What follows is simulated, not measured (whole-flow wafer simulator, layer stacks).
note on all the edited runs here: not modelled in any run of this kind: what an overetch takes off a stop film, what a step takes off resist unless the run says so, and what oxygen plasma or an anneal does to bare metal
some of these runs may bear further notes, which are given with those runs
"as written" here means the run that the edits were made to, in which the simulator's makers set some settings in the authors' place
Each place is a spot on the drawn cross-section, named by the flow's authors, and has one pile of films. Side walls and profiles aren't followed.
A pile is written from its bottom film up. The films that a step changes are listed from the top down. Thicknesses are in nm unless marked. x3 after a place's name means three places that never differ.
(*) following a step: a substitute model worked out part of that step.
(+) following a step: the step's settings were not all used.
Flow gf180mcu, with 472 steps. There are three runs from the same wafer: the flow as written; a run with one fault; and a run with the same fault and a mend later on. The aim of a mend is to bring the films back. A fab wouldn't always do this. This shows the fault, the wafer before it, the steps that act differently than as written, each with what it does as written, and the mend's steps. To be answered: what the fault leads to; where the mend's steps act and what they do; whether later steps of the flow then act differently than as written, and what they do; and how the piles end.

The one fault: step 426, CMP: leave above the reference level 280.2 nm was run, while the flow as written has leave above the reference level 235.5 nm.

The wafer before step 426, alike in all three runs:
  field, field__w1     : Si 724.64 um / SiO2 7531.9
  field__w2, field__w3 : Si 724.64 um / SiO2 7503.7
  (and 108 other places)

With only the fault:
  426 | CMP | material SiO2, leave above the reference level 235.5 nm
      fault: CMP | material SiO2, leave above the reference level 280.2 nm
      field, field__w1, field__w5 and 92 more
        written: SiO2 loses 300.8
        fault: SiO2 loses 256.1
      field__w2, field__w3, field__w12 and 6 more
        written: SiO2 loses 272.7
        fault: SiO2 loses 228
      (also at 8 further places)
  Steps further on in the flow that do not act as written (2 other steps are not shown; they differ only slightly, by no more than 2% or 0.5 nm, whichever is larger):
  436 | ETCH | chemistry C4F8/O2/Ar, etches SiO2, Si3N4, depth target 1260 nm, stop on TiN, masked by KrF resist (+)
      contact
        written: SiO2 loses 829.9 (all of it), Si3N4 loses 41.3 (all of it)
        fault: SiO2 loses 874.6 (all of it), Si3N4 loses 41.3 (all of it)
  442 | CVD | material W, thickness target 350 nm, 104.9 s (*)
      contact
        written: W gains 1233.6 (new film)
        fault: W gains 1278.6 (new film)
  At field__w4, field__w8, contact, m1, m1__w1, mim, mim_1p0, m1_nw, the piles at the end differ from the flow's by more than 2% or 0.5 nm, whichever is larger.
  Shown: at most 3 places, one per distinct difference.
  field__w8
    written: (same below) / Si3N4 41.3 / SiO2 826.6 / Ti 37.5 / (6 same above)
    fault: (same below) / Si3N4 41.3 / SiO2 871.3 / Ti 37.5 / (6 same above)
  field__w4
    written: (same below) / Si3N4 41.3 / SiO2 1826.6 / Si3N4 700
    fault: (same below) / Si3N4 41.3 / SiO2 1871.3 / Si3N4 700
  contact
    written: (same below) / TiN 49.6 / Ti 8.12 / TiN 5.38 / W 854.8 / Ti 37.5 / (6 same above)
    fault: (same below) / TiN 49.6 / Ti 7.91 / TiN 5.24 / W 899.8 / Ti 37.5 / (6 same above)

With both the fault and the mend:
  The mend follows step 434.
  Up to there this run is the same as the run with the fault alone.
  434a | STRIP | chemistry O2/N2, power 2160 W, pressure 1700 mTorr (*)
      field, field__w1, field__w2 and 108 more
        KrF resist loses 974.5 (all of it), anti-reflective coat loses 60 (all of it)
      contact
        anti-reflective coat loses 60 (all of it)
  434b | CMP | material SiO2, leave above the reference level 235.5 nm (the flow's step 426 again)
      field, field__w1, field__w2 and 109 more
        SiO2 loses 44.7
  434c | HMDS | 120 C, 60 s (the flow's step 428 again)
      does not change any film at any place that is followed
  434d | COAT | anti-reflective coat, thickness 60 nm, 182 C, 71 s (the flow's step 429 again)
      field, field__w1, field__w2 and 109 more
        anti-reflective coat gains 60 (new film)
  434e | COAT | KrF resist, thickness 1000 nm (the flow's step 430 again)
      field, field__w1, field__w2 and 109 more
        KrF resist gains 1000 (new film)
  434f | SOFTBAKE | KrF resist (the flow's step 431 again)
      does not change any film at any place that is followed
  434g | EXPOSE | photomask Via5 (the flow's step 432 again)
      does not change any film at any place that is followed
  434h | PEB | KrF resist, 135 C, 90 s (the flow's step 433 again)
      field, field__w1, field__w2 and 109 more
        KrF resist loses 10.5
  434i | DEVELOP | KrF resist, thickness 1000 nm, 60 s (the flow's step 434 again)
      field, field__w1, field__w2 and 108 more
        KrF resist loses 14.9
      contact
        KrF resist loses 989.5 (all of it)
  Later steps of the flow that are run all act as written at every place that is followed.
  By the end, the piles equal the flow's at every place that both follow.
